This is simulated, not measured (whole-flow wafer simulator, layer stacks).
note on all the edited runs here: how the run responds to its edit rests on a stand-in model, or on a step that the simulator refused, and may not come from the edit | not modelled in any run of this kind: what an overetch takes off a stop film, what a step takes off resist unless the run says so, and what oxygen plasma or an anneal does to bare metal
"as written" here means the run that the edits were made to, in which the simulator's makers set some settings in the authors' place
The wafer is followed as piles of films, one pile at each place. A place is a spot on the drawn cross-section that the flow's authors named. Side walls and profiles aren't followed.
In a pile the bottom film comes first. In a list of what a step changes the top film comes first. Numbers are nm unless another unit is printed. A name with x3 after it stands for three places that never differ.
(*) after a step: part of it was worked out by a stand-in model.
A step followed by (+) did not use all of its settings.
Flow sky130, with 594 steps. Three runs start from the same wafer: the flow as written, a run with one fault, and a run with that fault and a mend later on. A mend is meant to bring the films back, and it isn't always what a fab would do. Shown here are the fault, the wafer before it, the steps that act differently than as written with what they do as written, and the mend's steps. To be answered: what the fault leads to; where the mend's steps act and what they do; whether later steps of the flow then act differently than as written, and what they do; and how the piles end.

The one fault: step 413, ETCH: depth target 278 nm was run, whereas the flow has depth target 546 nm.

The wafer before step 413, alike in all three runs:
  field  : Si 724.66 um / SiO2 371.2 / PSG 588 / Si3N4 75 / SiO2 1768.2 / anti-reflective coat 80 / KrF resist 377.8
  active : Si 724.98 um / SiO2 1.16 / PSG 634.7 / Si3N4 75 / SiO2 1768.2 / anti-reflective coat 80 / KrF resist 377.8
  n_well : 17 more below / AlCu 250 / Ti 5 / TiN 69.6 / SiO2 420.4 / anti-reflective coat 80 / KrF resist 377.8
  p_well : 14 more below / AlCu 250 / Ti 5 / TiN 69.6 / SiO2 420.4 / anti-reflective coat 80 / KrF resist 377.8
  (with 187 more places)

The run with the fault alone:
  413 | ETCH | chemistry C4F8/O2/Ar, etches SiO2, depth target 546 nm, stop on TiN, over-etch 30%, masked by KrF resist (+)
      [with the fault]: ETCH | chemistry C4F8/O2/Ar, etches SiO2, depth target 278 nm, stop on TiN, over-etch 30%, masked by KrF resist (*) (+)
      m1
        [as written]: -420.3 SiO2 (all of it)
        [with the fault]: -278 SiO2
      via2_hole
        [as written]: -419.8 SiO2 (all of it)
        [with the fault]: -278 SiO2
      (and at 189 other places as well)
  Steps further on in the flow that do not act as written (not shown: 7 more steps that differ only slightly, by at most 2% or 0.5 nm, whichever is larger):
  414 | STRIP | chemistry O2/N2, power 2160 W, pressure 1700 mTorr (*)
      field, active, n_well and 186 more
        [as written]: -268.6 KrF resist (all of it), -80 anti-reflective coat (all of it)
        [with the fault]: -322.2 KrF resist (all of it), -80 anti-reflective coat (all of it)
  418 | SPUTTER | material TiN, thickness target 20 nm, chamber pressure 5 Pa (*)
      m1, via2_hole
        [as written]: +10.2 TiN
        [with the fault]: +12.2 TiN (new film)
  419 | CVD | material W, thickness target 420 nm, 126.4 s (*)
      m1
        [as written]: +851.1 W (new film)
        [with the fault]: +706.4 W (new film)
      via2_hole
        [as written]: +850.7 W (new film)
        [with the fault]: +706.4 W (new film)
  By the end, the piles at m1, via2_hole depart from the flow's by more than 2% or 0.5 nm, whichever is larger.
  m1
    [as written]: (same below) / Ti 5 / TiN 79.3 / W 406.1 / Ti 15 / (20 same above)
    [with the fault]: (same below) / Ti 5 / TiN 69.6 / SiO2 142.3 / TiN 12.2 / W 261.4 / Ti 15 / (20 same above)
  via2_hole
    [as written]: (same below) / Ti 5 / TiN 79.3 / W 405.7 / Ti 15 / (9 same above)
    [with the fault]: (same below) / Ti 5 / TiN 69.6 / SiO2 141.8 / TiN 12.2 / W 261.4 / Ti 15 / (9 same above)

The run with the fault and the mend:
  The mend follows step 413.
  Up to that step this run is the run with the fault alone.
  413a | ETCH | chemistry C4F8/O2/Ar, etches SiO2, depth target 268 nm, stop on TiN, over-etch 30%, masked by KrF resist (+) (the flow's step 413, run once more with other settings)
      field, active, n_well and 186 more
        -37 KrF resist
      m1
        -142.3 SiO2 (all of it)
      via2_hole
        -141.8 SiO2 (all of it)
  Steps further on in the flow that do not act as written:
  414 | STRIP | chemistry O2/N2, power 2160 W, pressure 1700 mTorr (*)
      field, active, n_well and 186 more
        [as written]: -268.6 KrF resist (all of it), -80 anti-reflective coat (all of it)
        [with the mend]: -285.2 KrF resist (all of it), -80 anti-reflective coat (all of it)
  By the end, the piles equal the flow's at every place that both follow.
